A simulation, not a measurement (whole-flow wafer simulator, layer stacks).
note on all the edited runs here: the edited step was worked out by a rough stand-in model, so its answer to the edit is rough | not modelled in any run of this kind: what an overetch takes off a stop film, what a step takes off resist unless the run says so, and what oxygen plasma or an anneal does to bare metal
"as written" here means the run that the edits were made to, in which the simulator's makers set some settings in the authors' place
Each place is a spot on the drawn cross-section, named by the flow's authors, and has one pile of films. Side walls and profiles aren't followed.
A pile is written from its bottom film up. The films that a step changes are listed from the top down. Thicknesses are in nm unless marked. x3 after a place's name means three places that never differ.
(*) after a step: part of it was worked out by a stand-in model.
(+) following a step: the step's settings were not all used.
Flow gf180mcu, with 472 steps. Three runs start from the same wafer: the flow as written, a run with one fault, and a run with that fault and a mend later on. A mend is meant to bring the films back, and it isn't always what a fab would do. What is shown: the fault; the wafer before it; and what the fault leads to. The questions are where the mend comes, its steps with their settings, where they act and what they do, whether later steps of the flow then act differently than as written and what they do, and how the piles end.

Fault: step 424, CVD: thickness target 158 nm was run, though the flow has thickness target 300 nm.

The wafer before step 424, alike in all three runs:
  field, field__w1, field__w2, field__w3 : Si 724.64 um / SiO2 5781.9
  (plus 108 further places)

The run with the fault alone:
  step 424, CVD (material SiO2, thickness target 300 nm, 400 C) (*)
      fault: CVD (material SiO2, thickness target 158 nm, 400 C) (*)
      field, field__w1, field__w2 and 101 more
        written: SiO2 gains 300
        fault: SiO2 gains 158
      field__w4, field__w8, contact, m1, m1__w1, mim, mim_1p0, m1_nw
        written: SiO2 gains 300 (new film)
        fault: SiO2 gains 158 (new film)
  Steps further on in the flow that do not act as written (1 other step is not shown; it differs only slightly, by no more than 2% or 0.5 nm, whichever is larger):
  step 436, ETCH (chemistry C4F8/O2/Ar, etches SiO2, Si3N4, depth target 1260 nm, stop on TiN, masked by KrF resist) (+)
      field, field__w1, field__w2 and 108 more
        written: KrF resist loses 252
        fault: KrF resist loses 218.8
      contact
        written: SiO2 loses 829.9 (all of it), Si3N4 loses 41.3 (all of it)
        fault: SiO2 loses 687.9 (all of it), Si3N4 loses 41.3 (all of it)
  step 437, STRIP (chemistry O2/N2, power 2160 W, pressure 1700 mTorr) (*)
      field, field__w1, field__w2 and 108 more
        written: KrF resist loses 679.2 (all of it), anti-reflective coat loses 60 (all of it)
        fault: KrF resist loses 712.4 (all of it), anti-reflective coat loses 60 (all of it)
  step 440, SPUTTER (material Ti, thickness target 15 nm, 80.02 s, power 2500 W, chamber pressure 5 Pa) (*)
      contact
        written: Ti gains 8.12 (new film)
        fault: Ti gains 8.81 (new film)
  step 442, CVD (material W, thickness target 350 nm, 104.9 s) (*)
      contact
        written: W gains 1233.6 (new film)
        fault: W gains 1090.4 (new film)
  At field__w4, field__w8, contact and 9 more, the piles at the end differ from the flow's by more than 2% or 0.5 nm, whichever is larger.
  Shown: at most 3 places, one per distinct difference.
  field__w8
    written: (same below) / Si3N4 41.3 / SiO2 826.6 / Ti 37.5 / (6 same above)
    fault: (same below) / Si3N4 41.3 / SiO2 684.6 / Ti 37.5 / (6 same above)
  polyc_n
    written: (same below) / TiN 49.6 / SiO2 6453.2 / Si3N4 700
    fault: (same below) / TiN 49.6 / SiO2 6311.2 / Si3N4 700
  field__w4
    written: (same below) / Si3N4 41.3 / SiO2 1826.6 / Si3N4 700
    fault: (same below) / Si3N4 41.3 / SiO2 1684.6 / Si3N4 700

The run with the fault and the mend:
  The mend follows step 424.
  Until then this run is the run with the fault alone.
  step 424a, CVD (material SiO2, thickness target 142 nm, 400 C) (*) (the flow's step 424, run once more with other settings)
      field, field__w1, field__w2 and 109 more
        SiO2 gains 142
  Every later step of the flow that is run acts as written at every place that is followed.
  By the end, the piles equal the flow's at every place that both follow.
